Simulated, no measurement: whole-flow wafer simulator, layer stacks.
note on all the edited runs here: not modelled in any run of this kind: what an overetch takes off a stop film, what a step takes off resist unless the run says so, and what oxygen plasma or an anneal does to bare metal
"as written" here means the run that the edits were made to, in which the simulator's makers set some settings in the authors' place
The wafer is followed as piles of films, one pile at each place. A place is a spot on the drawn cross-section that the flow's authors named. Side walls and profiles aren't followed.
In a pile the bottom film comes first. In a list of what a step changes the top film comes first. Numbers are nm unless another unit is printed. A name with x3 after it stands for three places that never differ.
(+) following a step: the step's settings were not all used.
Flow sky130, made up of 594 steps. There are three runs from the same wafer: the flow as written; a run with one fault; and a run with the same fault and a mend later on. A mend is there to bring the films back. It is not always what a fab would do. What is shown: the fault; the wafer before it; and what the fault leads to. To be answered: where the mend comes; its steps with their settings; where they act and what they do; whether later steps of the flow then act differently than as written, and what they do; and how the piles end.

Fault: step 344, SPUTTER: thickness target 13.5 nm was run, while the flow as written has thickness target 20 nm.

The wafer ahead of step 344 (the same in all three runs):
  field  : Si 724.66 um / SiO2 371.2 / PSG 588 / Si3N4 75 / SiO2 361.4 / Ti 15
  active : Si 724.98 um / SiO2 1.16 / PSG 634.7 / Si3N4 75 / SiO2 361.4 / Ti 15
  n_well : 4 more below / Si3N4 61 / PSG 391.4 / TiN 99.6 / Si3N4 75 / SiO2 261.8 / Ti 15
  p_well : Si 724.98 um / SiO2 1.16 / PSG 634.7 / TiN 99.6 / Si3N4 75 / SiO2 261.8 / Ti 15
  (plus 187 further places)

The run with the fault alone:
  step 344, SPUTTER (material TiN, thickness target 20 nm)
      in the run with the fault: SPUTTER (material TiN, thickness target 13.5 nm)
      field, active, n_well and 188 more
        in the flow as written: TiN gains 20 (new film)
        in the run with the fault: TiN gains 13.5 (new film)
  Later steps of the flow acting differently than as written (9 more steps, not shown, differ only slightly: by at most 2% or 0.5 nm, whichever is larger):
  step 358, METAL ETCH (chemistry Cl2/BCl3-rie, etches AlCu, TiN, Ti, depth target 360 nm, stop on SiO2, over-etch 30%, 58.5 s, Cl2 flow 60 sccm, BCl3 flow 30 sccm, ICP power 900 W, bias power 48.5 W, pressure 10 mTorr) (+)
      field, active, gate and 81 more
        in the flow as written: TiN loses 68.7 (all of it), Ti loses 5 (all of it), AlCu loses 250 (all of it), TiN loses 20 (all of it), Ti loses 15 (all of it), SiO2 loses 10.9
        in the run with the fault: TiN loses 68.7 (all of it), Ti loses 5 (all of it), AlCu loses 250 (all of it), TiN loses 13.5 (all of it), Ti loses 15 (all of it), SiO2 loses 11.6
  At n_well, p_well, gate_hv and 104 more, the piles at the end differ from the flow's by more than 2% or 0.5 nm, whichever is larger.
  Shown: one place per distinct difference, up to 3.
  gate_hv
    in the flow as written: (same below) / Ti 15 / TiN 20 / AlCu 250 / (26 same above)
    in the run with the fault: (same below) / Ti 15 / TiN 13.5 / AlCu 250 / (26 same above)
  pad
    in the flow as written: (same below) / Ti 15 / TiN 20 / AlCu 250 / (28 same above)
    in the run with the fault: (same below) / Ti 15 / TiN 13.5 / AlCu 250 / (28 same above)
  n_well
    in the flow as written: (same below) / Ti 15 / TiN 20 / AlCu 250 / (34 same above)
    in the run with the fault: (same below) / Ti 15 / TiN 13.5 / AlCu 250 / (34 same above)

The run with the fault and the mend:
  The mend stands after step 344.
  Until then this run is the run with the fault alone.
  step 344a, SPUTTER (material TiN, thickness target 6.5 nm) (the flow's step 344 again, with other settings)
      field, active, n_well and 188 more
        TiN gains 6.5
  None of the later steps of the flow acts differently than as written at any place that is followed.
  At every place that both follow, the piles at the end match the flow's.
